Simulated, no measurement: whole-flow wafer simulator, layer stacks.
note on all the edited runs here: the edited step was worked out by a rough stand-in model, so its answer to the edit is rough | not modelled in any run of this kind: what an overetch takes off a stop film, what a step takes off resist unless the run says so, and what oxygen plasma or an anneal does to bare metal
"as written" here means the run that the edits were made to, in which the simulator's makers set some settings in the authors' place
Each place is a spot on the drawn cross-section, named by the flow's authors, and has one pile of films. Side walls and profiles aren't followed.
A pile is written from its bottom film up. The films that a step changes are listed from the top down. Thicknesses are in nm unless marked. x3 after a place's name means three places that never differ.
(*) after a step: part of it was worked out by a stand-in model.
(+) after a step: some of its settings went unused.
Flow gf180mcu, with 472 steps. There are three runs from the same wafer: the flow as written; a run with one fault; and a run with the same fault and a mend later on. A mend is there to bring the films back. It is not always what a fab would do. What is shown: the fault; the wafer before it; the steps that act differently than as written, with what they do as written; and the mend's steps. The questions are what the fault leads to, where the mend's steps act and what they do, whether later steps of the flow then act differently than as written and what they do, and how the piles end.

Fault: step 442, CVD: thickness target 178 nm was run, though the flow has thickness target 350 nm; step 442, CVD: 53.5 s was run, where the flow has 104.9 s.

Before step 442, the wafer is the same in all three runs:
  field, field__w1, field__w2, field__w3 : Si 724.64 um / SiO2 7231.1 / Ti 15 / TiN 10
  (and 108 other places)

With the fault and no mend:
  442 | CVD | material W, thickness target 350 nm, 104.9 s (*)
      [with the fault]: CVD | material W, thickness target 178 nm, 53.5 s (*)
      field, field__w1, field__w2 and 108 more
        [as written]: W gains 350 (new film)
        [with the fault]: W gains 180 (new film)
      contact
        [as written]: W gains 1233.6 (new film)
        [with the fault]: W gains 1063.6 (new film)
  Steps further on in the flow that do not act as written:
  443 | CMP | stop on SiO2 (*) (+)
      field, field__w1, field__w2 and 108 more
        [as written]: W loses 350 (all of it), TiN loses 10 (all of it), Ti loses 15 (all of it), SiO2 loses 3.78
        [with the fault]: W loses 180 (all of it), TiN loses 10 (all of it), Ti loses 15 (all of it), SiO2 loses 2.07
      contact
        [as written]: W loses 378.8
        [with the fault]: W loses 207
  When the end is reached, the piles differ only a little from the flow's at the places that both follow, at most by 2% or 0.5 nm, whichever is larger.

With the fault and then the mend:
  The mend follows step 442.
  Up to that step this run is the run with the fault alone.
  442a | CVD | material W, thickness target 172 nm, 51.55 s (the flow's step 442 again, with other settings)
      field, field__w1, field__w2 and 109 more
        W gains 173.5
  Every later step of the flow that is run acts as written, at every place that is followed, to within 2% or 0.5 nm, whichever is larger.
  When the end is reached, the piles differ only a little from the flow's at the places that both follow, at most by 2% or 0.5 nm, whichever is larger.
